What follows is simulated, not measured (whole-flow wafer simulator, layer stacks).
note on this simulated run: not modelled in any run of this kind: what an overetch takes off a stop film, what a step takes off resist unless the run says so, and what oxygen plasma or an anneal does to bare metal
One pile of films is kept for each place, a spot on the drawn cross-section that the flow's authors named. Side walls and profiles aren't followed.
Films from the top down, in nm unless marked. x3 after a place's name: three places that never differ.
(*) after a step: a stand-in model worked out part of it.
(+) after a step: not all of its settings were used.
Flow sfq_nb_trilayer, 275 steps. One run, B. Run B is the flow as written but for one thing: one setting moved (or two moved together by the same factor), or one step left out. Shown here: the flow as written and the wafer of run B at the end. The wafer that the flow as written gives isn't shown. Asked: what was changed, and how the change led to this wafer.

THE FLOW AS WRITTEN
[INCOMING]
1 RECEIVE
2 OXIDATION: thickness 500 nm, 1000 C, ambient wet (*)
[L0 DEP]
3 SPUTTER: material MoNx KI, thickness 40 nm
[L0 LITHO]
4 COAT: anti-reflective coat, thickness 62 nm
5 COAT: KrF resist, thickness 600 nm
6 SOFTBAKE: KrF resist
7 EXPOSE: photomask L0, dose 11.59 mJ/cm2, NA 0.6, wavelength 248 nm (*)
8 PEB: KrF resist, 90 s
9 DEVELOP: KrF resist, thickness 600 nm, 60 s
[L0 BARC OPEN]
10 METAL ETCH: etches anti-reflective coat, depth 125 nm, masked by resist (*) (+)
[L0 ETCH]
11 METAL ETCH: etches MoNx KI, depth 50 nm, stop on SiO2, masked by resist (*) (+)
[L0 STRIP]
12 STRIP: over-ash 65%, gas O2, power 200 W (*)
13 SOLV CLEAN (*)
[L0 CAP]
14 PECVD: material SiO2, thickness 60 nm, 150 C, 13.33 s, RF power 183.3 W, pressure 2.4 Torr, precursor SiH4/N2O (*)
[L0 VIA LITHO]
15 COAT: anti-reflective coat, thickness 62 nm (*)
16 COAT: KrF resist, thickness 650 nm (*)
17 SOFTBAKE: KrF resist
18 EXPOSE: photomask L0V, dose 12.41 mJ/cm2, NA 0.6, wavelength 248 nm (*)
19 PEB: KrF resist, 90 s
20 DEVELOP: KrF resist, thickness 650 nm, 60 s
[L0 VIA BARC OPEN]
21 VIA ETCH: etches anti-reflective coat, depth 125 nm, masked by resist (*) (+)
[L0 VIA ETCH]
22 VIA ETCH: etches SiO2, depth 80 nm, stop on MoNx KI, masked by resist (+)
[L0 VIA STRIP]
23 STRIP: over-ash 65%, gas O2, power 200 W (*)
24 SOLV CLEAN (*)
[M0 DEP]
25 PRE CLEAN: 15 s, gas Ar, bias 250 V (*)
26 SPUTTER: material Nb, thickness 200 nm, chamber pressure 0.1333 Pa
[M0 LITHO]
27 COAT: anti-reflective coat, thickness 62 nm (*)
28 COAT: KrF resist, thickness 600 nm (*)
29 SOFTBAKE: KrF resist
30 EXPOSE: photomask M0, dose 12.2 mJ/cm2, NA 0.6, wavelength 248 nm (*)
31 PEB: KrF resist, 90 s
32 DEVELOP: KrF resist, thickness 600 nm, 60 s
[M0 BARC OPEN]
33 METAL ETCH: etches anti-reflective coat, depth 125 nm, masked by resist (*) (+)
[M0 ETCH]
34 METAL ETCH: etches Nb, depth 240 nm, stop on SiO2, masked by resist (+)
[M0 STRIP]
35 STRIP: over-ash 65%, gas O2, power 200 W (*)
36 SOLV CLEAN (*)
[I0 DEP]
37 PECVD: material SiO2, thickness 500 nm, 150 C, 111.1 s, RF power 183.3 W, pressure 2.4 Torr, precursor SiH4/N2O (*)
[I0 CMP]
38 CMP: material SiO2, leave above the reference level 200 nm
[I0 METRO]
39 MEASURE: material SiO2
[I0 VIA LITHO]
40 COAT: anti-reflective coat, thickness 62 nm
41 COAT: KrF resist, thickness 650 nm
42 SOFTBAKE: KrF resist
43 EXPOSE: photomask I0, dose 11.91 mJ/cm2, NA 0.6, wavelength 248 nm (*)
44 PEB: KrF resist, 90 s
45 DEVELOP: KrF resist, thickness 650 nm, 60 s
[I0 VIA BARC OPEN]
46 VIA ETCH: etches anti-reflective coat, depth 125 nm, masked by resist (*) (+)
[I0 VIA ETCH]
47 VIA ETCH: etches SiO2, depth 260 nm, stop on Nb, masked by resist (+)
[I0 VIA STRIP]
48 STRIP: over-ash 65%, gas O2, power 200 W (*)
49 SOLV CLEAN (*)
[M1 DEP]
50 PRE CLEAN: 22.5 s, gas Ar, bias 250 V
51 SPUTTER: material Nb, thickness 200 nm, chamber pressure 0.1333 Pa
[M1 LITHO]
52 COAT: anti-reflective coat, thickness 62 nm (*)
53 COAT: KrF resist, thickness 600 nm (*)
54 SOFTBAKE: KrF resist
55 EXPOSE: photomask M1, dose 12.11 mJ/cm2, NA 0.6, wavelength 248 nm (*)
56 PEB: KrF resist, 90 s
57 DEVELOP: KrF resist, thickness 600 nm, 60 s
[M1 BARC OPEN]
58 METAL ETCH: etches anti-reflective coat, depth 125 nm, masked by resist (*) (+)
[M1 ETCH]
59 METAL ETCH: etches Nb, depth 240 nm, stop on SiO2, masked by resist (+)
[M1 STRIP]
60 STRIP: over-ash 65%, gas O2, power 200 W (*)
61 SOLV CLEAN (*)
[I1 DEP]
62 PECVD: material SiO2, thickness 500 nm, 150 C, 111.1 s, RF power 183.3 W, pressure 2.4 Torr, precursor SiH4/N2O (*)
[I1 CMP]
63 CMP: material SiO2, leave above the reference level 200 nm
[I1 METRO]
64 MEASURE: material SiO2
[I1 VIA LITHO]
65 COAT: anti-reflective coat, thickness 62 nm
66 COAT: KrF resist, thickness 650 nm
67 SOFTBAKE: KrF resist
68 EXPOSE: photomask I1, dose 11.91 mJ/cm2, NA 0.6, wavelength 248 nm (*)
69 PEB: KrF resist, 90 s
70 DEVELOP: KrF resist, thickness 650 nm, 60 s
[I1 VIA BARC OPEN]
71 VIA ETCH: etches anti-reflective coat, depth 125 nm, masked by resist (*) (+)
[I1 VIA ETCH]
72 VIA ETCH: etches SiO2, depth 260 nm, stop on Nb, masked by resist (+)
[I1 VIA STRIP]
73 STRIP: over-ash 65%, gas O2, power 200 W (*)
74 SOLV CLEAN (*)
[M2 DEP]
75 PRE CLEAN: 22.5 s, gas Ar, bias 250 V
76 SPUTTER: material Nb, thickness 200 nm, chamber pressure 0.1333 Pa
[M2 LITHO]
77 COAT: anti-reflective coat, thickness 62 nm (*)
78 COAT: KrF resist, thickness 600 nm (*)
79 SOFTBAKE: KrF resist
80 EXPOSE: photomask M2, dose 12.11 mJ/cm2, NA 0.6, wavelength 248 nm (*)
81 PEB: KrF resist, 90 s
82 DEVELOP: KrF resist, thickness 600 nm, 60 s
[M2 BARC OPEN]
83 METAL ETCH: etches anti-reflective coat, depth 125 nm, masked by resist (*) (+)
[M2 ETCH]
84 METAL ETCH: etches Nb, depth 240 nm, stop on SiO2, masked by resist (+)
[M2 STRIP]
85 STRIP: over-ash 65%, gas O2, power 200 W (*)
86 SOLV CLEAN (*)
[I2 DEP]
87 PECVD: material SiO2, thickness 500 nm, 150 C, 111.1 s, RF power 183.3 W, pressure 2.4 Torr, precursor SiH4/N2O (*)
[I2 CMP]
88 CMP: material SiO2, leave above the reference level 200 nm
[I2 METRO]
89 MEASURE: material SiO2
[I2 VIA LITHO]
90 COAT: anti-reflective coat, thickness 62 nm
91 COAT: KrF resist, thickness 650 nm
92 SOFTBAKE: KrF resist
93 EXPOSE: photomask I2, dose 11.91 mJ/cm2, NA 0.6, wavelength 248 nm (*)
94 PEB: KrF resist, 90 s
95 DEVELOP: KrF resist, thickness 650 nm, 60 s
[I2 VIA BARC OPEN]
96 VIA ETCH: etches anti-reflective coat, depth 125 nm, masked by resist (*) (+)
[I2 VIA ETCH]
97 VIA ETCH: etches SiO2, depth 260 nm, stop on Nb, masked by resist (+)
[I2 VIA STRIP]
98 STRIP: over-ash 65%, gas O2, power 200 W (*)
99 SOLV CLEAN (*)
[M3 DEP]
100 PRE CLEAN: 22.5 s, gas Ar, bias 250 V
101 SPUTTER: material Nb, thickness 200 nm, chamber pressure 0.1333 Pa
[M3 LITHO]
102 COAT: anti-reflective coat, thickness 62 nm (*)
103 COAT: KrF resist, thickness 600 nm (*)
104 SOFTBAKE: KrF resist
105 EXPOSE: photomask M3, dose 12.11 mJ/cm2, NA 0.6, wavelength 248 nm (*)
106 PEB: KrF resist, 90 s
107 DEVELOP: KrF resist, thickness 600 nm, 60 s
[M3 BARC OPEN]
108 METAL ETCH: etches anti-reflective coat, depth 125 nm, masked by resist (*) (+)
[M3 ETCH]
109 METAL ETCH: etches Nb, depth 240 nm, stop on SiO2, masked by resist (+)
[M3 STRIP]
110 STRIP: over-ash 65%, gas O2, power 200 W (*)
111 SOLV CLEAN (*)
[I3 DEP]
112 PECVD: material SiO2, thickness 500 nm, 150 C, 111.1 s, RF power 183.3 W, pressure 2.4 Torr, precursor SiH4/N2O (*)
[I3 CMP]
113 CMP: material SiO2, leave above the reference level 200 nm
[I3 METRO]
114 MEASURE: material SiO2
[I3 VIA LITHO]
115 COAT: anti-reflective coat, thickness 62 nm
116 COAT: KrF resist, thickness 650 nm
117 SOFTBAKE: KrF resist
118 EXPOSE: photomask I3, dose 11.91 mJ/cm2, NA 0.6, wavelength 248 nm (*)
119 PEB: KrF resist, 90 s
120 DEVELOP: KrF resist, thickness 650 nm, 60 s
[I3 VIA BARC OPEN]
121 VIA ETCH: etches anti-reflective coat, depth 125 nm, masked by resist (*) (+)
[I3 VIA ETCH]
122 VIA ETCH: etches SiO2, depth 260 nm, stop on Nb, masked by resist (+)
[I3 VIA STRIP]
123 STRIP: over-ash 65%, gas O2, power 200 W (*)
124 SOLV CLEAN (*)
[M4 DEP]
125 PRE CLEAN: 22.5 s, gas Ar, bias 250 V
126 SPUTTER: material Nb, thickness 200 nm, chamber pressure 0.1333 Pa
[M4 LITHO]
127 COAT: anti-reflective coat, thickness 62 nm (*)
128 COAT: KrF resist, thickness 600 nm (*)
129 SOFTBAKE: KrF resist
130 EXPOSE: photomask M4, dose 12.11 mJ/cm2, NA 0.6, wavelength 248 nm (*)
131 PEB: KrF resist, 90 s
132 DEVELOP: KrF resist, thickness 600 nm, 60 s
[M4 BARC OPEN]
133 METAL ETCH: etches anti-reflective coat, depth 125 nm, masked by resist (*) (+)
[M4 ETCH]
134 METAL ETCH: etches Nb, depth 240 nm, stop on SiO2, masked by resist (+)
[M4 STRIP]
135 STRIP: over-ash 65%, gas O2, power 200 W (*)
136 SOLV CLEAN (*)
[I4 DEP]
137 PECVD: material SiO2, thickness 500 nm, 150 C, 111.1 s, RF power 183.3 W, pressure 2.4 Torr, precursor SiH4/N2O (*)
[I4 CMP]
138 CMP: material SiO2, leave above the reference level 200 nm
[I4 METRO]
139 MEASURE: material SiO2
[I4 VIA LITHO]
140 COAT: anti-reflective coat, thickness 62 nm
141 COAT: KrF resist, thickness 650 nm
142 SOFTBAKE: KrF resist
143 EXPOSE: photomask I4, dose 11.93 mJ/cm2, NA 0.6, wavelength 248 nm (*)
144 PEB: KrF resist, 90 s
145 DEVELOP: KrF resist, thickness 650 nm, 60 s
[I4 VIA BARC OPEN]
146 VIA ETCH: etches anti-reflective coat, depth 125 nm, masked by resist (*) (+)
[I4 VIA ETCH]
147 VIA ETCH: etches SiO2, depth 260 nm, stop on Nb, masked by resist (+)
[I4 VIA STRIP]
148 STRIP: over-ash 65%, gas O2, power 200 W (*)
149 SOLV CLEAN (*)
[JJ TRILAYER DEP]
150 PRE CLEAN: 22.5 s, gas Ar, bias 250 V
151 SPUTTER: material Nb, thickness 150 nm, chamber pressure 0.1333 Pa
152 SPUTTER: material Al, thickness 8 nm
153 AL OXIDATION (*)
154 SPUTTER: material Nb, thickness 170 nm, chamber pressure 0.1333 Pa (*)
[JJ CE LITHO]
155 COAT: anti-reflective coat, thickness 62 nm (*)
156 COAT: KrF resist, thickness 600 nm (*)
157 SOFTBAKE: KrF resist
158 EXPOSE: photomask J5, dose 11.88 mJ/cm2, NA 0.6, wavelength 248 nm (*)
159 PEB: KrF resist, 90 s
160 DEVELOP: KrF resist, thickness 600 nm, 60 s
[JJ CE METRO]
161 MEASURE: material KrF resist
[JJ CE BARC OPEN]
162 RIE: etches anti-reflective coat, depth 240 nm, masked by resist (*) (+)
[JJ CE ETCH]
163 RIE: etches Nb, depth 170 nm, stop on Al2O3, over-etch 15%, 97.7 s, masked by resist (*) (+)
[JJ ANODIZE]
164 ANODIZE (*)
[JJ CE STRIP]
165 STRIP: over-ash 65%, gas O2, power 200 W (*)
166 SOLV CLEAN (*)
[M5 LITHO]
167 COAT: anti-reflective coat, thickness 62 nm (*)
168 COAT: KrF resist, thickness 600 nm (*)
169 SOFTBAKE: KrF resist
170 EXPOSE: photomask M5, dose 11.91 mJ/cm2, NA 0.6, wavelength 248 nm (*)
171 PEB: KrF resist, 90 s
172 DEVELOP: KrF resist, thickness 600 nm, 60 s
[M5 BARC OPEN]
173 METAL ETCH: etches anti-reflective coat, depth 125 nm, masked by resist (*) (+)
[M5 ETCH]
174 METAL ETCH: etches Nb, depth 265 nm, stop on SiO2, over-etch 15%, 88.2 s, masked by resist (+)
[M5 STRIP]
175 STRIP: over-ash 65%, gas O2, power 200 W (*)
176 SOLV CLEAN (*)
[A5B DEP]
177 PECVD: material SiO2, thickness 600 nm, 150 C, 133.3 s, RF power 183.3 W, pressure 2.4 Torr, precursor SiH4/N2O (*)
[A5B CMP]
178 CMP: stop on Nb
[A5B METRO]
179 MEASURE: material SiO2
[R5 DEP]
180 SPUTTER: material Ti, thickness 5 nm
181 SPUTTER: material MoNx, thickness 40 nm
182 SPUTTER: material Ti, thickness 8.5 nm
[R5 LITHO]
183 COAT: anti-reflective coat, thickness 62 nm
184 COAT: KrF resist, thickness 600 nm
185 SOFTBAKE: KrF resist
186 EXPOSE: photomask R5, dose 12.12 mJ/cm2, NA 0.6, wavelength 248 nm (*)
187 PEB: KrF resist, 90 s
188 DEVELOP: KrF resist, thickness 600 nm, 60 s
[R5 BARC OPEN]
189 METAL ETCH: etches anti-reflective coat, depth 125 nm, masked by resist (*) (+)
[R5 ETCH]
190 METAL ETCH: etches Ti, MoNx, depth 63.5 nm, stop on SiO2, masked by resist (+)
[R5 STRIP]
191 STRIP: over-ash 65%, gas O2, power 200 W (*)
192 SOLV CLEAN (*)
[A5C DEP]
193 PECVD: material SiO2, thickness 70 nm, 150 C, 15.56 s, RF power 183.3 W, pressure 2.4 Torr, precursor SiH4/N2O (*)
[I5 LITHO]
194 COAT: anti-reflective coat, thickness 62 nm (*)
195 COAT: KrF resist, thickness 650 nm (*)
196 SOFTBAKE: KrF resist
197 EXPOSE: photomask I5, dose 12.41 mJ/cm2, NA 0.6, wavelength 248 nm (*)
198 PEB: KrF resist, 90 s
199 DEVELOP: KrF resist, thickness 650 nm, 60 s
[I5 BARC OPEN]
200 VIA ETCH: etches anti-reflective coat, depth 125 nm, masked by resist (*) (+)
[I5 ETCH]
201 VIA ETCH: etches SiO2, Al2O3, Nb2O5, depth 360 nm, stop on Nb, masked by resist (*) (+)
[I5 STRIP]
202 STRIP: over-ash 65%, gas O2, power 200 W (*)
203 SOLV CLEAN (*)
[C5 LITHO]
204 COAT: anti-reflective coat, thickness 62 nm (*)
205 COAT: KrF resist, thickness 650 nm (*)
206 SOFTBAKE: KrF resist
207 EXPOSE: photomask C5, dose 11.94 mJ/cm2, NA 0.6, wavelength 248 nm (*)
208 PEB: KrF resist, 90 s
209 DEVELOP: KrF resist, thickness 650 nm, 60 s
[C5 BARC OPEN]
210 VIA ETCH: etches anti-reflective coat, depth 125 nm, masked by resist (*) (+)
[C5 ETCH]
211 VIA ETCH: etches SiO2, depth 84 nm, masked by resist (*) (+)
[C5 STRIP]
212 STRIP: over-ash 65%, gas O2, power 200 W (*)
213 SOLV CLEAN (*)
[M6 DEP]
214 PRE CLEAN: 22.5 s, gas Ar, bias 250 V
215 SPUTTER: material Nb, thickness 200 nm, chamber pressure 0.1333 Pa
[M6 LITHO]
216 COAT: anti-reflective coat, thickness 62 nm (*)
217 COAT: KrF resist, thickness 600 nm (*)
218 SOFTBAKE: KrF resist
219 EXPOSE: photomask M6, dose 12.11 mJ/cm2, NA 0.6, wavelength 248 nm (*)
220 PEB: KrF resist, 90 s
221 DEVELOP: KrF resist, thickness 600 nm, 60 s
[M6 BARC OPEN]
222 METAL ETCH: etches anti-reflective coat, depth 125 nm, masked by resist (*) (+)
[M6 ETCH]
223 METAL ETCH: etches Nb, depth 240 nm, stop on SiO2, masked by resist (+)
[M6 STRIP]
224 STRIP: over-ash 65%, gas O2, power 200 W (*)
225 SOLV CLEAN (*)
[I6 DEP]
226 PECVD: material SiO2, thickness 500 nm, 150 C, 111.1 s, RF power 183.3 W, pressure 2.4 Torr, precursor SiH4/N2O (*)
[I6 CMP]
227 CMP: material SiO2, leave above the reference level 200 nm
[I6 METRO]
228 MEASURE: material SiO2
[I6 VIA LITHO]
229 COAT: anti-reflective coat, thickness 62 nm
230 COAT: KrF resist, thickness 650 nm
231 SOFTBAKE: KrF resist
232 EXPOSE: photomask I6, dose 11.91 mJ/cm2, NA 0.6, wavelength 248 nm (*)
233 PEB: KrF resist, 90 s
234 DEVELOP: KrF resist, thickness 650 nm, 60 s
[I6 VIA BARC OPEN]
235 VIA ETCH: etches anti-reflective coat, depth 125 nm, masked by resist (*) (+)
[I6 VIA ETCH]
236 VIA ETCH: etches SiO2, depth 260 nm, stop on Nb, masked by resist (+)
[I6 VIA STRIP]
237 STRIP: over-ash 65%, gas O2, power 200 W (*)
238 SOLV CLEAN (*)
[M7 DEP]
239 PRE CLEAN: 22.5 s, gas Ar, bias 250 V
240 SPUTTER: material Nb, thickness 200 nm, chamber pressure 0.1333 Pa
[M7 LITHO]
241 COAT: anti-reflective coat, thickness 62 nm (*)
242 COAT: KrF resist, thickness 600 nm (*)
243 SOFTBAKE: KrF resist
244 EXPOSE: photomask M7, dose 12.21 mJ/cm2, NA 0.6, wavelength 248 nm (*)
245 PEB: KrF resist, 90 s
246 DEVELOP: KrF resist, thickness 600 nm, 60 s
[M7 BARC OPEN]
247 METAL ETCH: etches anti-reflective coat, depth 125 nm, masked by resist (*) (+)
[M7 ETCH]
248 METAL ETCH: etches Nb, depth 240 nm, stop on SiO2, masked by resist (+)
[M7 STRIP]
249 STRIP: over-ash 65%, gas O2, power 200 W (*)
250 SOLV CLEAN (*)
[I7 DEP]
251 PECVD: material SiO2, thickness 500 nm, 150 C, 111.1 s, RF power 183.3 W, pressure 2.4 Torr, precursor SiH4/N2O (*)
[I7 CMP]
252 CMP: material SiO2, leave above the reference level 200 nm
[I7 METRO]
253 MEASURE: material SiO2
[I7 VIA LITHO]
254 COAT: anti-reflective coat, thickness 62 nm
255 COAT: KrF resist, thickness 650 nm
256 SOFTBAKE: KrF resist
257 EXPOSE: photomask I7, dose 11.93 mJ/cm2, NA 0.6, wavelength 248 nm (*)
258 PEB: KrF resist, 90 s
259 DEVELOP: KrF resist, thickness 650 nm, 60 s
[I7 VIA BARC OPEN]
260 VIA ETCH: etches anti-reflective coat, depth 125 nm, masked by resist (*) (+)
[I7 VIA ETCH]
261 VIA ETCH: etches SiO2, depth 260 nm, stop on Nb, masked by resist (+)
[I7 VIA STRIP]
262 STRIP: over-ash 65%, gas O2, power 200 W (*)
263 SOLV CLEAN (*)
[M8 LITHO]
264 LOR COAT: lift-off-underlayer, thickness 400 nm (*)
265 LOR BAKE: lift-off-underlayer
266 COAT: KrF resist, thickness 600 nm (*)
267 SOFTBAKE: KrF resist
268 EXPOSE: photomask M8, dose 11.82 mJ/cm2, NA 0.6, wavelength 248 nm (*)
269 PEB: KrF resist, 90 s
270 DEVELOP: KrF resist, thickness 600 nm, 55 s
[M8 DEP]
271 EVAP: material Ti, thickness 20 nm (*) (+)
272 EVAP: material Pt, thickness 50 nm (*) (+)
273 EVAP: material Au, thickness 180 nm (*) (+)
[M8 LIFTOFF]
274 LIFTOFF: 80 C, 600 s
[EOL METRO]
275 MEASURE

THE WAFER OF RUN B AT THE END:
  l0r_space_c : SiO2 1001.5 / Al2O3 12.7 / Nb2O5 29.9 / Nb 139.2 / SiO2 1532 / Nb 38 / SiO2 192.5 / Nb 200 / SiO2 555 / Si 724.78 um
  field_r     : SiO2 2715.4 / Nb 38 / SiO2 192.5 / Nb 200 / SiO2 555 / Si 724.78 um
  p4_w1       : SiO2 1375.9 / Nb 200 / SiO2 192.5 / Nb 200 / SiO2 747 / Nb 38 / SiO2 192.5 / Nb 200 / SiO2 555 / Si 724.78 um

The cause: step 59, METAL ETCH: depth 162 nm was run, where the flow has depth 240 nm.

How the change led to this, step by step:
  59 METAL ETCH: etches Nb, depth 240 nm, stop on SiO2, masked by resist (+)
      field_l, be, be_sur and 79 more: Nb -162 (as written it would be: Nb -200 (all of it))
      v_sur, via_wl, via_w and 21 more: KrF resist -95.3 (as written it would be: KrF resist -141.2)
  60 STRIP: over-ash 65%, gas O2, power 200 W (*)
      wl_j_sl, wl_jj, wl_j_sr and 13 more: KrF resist -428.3 (all of it), anti-reflective coat -62 (all of it) (as written it would be: KrF resist -382.4 (all of it), anti-reflective coat -62 (all of it))
      v_sur: KrF resist -411.7 (all of it), anti-reflective coat -61.1 (all of it) (as written it would be: KrF resist -365.9 (all of it), anti-reflective coat -61.1 (all of it))
      (and at 7 more places)
  62 PECVD: material SiO2, thickness 500 nm, 150 C, 111.1 s, RF power 183.3 W, pressure 2.4 Torr, precursor SiH4/N2O (*)
      field_l, be, be_sur and 72 more: SiO2 +500 (new film) (as written it would be: SiO2 +500)
      lsp_m, ln_m6, lsp_r, l0_sur, l0v: SiO2 +500 (new film) (as written it would be: SiO2 +494.9)
      (and at 2 more places)
  63 CMP: material SiO2, leave above the reference level 200 nm
      field_l, be, be_sur and 72 more: SiO2 -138 (as written it would be: SiO2 -100)
      lsp_m, ln_m6, lsp_r, l0_sur, l0v: SiO2 -138 (as written it would be: SiO2 -94.9)
Counting metal films that touch as one body, l0r_space_c has 3 bodies (between them, from the top down: SiO2 1532; SiO2 192.5); the flow as written gives 2 bodies (between them, from the top down: SiO2 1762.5).
Counting metal films that touch as one body, field_r has 2 bodies (between them, from the top down: SiO2 192.5); the flow as written gives 1 body.
Counting metal films that touch as one body, p4_w1 has 4 bodies (between them, from the top down: SiO2 192.5; SiO2 747; SiO2 192.5); the flow as written gives 3 bodies (between them, from the top down: SiO2 192.5; SiO2 977.5).
